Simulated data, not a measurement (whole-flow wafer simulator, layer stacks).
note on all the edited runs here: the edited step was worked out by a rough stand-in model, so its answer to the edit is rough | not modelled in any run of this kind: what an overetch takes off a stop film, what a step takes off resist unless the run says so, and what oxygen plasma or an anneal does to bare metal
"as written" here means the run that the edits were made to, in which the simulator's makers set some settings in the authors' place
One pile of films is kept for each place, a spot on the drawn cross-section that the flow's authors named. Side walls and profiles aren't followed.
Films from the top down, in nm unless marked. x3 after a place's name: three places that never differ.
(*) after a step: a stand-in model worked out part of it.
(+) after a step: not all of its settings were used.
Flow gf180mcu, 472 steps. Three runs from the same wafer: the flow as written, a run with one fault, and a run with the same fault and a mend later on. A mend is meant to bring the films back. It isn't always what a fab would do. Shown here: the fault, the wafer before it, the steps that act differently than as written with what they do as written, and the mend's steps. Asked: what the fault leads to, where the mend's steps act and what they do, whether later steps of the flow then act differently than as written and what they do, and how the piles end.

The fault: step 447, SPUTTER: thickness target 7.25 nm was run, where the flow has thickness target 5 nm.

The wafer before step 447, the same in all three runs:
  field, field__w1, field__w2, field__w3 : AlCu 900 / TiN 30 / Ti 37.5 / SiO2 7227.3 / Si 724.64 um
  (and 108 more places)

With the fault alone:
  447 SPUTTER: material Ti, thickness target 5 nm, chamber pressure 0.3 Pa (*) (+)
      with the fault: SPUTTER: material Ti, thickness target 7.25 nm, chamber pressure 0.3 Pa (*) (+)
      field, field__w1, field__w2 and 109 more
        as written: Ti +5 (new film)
        with the fault: Ti +7.25 (new film)
  Later steps of the flow that act differently than as written (5 more steps differ only slightly, by at most 2% or 0.5 nm, whichever is larger, and aren't shown):
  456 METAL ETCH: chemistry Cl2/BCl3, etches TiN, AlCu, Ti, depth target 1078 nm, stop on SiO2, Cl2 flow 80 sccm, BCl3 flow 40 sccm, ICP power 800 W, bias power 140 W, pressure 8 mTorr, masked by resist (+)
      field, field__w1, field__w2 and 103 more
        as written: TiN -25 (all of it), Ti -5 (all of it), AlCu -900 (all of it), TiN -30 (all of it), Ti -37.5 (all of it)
        with the fault: TiN -25 (all of it), Ti -7.25 (all of it), AlCu -900 (all of it), TiN -30 (all of it), Ti -37.5 (all of it)
  At the end the piles differ from the flow's by more than 2% or 0.5 nm, whichever is larger, at field__w8, contact, m1, m1__w1, pad, m1_nw.
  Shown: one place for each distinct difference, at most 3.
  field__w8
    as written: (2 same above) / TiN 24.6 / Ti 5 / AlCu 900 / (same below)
    with the fault: (2 same above) / TiN 24.6 / Ti 7.25 / AlCu 900 / (same below)
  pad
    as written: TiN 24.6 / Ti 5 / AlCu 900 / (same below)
    with the fault: TiN 24.6 / Ti 7.25 / AlCu 900 / (same below)

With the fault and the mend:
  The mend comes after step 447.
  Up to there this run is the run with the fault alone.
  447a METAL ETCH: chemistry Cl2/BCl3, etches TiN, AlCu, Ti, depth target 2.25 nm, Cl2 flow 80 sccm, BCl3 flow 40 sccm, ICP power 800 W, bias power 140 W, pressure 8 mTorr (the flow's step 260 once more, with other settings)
      field, field__w1, field__w2 and 109 more
        Ti -2.25
  No later step of the flow acts differently than as written at any place that is followed.
  At the end the piles are the same as the flow's at every place that both follow.
